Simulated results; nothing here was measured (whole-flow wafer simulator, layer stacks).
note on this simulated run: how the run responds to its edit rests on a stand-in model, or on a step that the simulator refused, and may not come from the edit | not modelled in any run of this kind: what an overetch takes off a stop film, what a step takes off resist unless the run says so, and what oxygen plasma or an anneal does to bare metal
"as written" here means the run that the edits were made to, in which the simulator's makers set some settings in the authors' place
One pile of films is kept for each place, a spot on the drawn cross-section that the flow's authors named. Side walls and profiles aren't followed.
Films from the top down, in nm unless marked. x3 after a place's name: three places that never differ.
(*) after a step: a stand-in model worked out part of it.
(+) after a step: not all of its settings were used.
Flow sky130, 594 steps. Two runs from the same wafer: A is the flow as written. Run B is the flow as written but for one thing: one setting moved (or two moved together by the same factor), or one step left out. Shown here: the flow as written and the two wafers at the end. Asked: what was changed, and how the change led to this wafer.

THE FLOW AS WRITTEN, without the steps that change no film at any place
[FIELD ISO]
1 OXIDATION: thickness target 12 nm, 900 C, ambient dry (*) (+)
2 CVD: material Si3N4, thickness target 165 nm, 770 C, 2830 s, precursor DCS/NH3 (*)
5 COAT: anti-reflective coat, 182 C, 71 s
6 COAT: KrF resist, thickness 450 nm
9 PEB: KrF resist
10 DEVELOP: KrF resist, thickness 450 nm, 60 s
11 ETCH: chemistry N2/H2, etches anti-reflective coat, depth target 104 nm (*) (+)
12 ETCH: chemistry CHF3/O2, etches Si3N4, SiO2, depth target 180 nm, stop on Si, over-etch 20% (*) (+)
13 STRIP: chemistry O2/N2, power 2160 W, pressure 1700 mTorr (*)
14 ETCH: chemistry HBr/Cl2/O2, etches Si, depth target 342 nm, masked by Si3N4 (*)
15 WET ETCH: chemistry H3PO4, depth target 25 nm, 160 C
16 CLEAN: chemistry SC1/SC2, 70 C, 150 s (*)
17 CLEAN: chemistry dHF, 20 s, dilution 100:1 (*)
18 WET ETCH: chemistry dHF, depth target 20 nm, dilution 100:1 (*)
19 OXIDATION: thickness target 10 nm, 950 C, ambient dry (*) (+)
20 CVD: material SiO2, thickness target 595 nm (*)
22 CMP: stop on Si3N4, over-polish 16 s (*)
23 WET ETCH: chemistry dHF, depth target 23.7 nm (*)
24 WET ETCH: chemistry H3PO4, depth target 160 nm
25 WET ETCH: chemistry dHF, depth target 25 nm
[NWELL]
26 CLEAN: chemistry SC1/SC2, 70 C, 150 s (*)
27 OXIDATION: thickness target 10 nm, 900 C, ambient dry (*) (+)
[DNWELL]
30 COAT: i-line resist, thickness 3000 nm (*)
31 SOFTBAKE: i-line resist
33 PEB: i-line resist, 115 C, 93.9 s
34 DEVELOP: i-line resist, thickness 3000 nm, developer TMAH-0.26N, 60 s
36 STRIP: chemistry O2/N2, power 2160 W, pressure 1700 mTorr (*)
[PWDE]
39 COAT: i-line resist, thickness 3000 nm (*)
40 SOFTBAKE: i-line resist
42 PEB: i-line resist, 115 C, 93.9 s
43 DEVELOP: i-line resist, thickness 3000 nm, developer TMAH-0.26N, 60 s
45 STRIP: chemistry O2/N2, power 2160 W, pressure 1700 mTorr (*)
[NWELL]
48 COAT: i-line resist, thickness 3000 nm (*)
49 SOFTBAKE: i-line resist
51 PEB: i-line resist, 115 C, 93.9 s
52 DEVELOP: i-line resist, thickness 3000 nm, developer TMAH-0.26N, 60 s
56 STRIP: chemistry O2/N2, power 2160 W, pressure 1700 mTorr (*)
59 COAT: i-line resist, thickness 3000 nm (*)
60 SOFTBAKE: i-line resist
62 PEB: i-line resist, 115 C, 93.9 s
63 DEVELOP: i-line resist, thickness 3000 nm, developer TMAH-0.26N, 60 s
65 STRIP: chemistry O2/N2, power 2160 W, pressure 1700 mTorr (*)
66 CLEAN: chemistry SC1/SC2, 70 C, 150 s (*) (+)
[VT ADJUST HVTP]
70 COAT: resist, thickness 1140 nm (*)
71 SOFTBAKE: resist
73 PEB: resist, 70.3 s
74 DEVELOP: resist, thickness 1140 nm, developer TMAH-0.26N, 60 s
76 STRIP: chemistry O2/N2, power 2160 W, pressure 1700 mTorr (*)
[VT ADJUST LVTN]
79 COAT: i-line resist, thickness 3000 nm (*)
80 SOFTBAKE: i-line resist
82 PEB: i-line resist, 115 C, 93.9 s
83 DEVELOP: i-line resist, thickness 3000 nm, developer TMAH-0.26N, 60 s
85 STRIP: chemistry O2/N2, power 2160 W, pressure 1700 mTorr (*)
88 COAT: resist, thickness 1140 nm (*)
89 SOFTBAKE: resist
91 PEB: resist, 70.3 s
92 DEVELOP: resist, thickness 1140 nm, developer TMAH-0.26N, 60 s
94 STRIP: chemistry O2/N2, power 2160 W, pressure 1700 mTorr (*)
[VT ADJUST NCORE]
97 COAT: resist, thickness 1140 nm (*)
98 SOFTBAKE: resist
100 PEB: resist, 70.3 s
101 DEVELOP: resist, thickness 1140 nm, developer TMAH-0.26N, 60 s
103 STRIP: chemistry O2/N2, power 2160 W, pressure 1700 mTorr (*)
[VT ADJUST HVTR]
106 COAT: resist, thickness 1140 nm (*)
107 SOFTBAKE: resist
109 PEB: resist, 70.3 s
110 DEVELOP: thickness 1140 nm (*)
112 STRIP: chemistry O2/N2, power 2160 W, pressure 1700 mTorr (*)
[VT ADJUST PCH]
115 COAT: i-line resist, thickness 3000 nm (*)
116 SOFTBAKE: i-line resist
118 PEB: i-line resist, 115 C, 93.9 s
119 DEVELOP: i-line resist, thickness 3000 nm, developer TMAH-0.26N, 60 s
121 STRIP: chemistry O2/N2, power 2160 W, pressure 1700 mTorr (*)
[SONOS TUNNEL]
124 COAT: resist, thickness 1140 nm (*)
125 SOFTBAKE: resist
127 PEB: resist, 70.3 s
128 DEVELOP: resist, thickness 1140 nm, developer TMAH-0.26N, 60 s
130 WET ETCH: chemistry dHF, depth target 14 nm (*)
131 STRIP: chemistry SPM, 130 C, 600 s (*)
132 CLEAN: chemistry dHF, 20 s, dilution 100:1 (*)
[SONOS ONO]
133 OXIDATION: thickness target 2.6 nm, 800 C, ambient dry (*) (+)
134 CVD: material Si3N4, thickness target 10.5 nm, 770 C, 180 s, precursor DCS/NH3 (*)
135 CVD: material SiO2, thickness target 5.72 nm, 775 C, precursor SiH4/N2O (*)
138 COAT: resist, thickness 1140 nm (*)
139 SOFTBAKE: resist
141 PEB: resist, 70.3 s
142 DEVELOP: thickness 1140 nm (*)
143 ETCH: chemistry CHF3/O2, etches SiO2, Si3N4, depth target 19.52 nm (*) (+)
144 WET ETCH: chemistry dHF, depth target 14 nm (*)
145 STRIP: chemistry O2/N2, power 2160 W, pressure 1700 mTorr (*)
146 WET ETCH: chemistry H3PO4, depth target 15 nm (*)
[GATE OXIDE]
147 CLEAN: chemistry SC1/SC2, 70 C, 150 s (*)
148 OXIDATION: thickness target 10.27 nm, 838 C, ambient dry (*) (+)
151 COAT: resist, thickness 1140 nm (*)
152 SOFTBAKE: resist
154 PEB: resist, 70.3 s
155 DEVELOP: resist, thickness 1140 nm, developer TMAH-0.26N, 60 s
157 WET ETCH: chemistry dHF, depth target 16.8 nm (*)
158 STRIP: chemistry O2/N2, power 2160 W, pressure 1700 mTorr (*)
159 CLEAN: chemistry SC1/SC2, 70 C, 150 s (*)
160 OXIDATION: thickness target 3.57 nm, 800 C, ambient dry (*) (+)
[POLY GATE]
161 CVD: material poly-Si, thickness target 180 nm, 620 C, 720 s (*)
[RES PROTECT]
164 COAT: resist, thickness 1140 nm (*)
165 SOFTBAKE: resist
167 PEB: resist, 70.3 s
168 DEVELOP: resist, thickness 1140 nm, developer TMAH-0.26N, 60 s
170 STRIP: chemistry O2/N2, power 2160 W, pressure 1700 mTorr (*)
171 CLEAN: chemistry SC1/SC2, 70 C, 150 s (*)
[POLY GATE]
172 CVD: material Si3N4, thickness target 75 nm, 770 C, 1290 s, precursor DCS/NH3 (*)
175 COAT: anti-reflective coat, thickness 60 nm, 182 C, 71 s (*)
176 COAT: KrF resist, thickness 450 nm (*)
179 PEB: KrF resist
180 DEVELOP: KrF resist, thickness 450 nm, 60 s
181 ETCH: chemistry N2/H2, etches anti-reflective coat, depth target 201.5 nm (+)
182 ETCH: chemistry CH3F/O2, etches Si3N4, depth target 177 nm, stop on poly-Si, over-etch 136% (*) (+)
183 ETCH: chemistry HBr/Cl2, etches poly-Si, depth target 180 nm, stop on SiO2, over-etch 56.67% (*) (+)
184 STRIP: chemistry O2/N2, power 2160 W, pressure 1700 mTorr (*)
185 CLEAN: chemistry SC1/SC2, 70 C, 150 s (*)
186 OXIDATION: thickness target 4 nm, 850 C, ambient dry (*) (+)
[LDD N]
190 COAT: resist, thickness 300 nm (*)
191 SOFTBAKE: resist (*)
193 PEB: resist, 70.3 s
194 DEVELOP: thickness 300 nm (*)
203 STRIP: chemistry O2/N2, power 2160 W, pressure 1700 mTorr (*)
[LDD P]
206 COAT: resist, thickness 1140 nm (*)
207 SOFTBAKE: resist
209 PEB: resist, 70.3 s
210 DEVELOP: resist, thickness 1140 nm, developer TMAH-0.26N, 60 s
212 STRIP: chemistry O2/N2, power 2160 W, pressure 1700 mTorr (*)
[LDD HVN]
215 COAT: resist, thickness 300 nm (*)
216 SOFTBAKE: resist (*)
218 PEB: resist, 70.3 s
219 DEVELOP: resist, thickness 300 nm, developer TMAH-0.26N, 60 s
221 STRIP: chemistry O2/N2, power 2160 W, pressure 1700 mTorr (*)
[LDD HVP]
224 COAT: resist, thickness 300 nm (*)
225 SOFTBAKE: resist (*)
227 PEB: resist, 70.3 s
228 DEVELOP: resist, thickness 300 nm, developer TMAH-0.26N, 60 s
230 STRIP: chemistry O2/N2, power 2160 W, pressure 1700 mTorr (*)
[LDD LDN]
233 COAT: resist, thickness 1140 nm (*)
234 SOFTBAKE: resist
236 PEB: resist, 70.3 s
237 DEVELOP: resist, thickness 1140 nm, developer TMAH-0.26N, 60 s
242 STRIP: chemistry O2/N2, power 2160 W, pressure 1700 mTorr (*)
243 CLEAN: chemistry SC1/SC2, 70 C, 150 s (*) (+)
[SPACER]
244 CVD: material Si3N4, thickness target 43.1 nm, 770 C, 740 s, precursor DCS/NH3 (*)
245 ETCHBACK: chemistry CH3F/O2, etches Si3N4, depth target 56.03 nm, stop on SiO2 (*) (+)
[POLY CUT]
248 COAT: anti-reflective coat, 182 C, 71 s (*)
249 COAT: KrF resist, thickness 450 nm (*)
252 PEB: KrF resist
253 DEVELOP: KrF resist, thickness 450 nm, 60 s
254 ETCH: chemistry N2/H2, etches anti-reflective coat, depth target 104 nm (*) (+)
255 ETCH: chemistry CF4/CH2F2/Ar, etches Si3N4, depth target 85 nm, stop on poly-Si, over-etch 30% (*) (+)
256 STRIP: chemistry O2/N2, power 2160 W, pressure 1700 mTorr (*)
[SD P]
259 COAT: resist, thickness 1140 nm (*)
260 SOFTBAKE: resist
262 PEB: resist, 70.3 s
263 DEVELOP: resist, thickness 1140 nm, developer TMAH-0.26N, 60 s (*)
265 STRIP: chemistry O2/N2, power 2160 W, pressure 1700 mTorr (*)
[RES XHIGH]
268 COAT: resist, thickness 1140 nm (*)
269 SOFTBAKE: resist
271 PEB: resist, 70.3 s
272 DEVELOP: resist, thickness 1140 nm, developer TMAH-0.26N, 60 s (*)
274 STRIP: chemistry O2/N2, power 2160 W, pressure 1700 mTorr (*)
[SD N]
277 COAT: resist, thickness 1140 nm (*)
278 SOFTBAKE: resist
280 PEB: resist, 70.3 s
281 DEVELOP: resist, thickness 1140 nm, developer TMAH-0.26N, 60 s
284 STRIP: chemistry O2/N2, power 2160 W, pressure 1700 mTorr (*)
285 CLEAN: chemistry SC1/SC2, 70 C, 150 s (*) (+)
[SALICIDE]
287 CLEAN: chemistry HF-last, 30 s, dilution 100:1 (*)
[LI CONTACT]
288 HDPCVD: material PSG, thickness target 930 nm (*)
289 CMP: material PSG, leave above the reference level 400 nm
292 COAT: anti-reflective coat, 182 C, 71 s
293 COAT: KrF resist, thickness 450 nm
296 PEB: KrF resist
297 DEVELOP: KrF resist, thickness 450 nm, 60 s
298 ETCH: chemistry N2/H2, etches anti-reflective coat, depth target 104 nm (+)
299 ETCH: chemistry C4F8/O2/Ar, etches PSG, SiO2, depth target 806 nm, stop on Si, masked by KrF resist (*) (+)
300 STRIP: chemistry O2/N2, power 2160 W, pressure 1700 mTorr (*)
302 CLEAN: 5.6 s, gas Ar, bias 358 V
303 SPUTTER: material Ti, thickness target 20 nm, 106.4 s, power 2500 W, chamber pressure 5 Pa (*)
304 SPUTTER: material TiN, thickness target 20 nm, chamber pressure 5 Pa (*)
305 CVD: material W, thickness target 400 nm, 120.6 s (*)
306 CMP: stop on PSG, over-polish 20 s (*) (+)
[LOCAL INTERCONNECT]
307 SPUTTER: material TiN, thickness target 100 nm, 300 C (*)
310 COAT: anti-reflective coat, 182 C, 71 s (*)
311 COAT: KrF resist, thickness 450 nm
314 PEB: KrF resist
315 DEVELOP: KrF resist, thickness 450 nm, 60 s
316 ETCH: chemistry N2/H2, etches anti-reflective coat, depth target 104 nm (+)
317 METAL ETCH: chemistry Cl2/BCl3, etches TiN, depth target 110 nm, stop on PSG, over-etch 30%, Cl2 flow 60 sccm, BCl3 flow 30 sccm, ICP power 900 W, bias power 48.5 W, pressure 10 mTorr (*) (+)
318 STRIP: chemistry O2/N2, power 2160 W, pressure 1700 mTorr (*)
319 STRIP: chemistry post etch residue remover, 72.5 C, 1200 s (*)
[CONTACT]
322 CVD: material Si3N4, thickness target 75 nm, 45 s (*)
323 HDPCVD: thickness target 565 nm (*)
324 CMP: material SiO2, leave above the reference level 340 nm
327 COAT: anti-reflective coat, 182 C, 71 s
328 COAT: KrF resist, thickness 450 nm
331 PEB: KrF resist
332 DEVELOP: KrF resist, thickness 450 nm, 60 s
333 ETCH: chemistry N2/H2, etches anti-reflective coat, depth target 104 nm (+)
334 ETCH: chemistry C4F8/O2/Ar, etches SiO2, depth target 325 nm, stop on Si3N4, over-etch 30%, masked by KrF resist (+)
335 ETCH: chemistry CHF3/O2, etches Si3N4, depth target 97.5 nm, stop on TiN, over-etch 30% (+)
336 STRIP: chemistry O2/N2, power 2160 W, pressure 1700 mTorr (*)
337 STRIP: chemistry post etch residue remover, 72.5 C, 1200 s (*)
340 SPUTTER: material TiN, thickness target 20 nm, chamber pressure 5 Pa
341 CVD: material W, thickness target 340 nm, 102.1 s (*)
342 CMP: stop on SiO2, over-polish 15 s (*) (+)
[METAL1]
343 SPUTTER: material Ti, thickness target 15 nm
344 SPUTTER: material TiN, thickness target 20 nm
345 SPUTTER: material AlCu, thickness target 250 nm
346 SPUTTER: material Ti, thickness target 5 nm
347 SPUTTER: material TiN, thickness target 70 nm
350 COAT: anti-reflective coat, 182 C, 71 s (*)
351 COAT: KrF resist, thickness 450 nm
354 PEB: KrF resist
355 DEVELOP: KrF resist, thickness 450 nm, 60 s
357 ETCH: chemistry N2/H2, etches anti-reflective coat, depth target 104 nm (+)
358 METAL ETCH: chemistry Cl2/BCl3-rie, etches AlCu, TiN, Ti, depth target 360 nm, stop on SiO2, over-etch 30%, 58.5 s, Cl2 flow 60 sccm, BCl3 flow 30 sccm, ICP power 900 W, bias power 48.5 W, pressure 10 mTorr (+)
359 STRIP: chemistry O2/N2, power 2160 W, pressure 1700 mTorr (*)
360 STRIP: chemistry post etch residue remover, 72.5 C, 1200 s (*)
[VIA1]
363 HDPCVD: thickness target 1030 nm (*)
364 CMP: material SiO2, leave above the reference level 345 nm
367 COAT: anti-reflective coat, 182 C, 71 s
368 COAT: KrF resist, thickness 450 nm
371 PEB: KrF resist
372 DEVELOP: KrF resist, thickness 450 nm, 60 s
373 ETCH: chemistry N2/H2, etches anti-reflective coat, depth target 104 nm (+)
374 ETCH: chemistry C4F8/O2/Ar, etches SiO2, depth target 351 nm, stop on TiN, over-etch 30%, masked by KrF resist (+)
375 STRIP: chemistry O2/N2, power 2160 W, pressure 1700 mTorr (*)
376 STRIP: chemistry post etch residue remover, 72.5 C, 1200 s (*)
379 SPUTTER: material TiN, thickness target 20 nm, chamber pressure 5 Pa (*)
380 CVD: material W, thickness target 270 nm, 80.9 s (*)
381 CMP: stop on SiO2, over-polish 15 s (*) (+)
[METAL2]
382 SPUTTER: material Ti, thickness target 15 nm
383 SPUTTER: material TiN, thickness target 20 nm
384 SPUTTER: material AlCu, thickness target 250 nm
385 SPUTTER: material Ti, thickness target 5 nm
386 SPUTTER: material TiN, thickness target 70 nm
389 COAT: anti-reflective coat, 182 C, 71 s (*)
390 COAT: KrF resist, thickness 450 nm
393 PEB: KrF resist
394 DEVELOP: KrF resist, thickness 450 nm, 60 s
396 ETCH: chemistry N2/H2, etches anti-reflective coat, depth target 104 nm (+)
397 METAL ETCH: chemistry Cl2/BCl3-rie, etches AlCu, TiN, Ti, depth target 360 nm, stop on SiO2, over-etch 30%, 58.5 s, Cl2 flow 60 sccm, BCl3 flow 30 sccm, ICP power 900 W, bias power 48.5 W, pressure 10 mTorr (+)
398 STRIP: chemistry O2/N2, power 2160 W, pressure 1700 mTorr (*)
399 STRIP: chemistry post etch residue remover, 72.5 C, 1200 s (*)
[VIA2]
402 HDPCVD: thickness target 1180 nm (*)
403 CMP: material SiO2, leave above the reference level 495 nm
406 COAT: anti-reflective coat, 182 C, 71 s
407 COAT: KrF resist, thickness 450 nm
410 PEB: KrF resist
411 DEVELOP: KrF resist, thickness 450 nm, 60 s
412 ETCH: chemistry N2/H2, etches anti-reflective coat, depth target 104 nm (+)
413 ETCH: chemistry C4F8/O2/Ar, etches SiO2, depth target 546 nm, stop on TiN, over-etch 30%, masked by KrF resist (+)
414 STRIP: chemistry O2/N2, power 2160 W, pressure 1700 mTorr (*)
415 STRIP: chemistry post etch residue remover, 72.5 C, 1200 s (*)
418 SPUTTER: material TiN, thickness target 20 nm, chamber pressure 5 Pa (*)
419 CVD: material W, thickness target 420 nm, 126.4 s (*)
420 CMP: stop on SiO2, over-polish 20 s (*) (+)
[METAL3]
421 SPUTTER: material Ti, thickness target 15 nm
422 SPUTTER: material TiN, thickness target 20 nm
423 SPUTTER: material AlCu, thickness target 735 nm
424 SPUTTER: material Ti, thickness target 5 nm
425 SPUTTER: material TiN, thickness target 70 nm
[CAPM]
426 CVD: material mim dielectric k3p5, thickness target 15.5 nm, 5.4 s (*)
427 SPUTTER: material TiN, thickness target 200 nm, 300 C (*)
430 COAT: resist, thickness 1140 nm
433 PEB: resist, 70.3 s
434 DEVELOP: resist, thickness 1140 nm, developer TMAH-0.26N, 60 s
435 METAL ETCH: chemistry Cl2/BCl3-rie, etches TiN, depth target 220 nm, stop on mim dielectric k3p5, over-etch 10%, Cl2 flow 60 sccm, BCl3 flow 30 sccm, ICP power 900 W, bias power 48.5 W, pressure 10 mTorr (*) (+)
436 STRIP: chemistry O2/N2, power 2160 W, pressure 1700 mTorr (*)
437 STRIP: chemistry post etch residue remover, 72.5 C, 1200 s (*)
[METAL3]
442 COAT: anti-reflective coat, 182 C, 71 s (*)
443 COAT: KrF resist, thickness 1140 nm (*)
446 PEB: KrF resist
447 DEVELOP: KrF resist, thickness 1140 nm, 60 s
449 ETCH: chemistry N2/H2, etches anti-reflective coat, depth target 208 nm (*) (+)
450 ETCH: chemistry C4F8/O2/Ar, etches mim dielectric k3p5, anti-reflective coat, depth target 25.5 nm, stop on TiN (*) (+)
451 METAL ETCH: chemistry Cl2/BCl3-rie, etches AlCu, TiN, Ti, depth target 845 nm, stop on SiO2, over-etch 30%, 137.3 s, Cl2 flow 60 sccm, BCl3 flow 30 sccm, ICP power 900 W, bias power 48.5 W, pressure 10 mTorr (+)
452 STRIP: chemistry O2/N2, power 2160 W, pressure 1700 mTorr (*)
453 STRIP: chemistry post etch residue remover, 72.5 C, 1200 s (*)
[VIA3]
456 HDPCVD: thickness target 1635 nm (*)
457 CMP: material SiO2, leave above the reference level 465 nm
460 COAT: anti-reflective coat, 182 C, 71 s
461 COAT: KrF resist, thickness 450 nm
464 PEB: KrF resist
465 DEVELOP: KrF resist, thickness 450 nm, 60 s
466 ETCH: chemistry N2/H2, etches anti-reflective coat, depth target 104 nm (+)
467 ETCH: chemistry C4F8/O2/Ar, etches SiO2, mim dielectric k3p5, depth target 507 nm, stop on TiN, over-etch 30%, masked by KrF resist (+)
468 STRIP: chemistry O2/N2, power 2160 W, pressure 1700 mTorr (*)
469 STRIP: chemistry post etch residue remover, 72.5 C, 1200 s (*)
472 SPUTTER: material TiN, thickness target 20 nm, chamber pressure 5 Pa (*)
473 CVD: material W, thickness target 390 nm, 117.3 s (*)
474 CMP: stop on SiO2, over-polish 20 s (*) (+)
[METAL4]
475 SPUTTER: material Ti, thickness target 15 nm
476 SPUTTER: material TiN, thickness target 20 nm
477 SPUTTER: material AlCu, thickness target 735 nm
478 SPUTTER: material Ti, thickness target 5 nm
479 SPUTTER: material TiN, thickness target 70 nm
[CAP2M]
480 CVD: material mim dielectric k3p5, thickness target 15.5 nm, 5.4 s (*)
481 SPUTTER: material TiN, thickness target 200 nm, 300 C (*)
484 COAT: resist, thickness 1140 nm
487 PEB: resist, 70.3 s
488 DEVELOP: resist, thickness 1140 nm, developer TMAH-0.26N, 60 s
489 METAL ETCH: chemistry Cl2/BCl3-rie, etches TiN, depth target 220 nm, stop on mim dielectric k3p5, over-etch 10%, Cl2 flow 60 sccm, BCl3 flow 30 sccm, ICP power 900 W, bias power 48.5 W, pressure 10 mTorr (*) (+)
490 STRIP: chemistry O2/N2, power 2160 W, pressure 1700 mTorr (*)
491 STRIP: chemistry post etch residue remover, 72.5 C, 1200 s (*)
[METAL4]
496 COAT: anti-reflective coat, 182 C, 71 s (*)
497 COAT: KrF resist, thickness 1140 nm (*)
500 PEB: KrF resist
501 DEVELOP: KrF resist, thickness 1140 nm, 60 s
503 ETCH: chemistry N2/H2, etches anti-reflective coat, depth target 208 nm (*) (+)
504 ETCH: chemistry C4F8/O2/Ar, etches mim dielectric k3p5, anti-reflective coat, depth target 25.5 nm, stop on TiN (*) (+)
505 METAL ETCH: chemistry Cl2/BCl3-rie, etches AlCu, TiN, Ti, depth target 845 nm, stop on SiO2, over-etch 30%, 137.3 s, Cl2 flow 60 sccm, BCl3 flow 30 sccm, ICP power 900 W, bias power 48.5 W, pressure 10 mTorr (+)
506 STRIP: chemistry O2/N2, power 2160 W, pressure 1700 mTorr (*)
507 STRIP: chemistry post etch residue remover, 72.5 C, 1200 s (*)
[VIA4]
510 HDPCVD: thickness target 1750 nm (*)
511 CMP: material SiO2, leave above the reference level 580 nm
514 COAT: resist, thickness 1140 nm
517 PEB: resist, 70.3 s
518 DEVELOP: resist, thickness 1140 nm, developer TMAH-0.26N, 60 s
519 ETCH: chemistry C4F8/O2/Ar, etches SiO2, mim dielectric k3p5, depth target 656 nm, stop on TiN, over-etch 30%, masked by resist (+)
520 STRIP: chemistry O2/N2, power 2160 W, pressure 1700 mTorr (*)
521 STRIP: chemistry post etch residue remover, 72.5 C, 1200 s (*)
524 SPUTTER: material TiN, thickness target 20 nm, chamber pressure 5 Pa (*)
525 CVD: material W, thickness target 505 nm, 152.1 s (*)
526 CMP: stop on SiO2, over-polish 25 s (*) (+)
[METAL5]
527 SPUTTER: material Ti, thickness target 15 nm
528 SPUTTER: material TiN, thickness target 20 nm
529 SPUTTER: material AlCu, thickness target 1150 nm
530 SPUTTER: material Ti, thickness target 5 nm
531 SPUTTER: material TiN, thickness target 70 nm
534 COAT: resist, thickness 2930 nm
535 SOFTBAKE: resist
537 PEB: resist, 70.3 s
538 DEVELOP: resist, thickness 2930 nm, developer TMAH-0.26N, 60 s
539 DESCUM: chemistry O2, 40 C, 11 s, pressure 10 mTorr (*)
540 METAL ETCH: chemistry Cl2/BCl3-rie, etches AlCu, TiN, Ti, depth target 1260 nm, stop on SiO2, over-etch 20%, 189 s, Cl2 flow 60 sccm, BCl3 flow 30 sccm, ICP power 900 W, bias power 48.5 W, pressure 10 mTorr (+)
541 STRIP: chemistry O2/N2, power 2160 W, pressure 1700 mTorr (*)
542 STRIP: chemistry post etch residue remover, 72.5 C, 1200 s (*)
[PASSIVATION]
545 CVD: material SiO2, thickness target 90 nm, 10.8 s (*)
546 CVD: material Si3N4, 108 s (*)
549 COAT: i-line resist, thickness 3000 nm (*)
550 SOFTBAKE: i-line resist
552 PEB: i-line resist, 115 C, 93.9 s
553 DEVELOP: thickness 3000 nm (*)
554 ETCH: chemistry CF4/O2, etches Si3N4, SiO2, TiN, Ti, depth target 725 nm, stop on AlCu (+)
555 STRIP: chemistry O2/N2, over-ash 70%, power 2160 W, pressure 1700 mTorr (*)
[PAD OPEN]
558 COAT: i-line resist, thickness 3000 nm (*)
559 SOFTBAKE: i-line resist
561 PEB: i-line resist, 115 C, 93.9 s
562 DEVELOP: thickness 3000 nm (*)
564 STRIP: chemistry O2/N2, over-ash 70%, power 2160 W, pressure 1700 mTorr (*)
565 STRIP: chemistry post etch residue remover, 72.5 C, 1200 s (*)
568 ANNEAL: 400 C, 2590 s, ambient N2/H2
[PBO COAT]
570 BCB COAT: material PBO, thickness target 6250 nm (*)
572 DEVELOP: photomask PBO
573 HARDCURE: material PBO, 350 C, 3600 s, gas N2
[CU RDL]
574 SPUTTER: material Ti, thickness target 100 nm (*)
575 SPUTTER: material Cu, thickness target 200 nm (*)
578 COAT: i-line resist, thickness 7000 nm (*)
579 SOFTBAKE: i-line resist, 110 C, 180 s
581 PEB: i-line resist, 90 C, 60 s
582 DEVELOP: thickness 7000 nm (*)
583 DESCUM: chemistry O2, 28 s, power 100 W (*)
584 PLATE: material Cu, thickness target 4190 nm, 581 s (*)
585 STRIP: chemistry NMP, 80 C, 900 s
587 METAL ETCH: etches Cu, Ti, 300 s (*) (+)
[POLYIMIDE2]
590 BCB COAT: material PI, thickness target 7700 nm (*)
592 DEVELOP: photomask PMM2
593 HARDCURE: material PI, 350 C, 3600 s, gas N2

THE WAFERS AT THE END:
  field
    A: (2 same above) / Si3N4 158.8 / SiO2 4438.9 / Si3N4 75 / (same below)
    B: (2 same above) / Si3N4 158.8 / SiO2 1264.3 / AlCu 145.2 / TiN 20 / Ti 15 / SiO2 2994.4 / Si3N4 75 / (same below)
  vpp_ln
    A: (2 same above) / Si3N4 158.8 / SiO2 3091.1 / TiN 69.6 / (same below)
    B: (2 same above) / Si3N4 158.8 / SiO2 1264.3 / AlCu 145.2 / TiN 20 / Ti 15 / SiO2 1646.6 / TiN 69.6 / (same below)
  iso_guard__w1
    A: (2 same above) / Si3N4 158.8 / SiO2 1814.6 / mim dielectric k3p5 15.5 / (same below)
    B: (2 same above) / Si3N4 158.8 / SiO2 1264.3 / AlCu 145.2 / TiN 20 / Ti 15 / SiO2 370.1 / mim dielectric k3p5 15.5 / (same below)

The cause: step 505, METAL ETCH: depth target 507 nm was run, where the flow has depth target 845 nm; step 505, METAL ETCH: 82.4 s was run, where the flow has 137.3 s.

How the change led to this, step by step:
  505 METAL ETCH: chemistry Cl2/BCl3-rie, etches AlCu, TiN, Ti, depth target 845 nm, stop on SiO2, over-etch 30%, 137.3 s, Cl2 flow 60 sccm, BCl3 flow 30 sccm, ICP power 900 W, bias power 48.5 W, pressure 10 mTorr (+)
      field, gate, spacer and 68 more: A TiN -70 (all of it), Ti -5 (all of it), AlCu -735 (all of it), TiN -20 (all of it), Ti -15 (all of it), SiO2 -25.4 | B TiN -70 (all of it), Ti -5 (all of it), AlCu -584.1
      active, vpp_iso1, mim_edge_plate and 14 more: A TiN -70 (all of it), Ti -5 (all of it), AlCu -735 (all of it), TiN -20 (all of it), Ti -15 (all of it), SiO2 -25.3 | B TiN -70 (all of it), Ti -5 (all of it), AlCu -584.1
      (and at 105 more places)
  506 STRIP: chemistry O2/N2, power 2160 W, pressure 1700 mTorr (*)
      n_well, p_well, gate_hv and 83 more: A KrF resist -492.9 (all of it), anti-reflective coat -80 (all of it) | B KrF resist -712.6 (all of it), anti-reflective coat -80 (all of it)
      vcap_hvt, varactor_hvt_edge, varactor_hvt_sp: A KrF resist -494.5 (all of it), anti-reflective coat -80.3 (all of it) | B KrF resist -714.2 (all of it), anti-reflective coat -80.3 (all of it)
      (and at 16 more places)
  507 STRIP: chemistry post etch residue remover, 72.5 C, 1200 s (*)
      field, active, gate and 85 more: A nothing | B AlCu -5.72
  510 HDPCVD: thickness target 1750 nm (*)
      field, active, gate and 85 more: A SiO2 +1750 | B SiO2 +1750 (new film)
  511 CMP: material SiO2, leave above the reference level 580 nm
      field, active, gate and 77 more: A SiO2 -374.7 | B SiO2 -580.2
      iso_guard__w1, mim_edge_gap, vpp_l1ln, vpp_m3ln, rpm_encl, via2_enc, rpm_encl_psd, iso_guard_nsd_tip: A SiO2 -374.6 | B SiO2 -580.2
Counting metal films that touch as one body, field has 1 body; the flow as written gives 0 bodies.
Counting metal films that touch as one body, vpp_ln has 3 bodies (between them, from the top down: SiO2 1646.6; SiO2 267.2); the flow as written gives 2 bodies (between them, from the top down: SiO2 267.2).
Counting metal films that touch as one body, iso_guard__w1 has 2 bodies (between them, from the top down: SiO2 370.1 / mim dielectric k3p5 15.5); the flow as written gives 1 body.
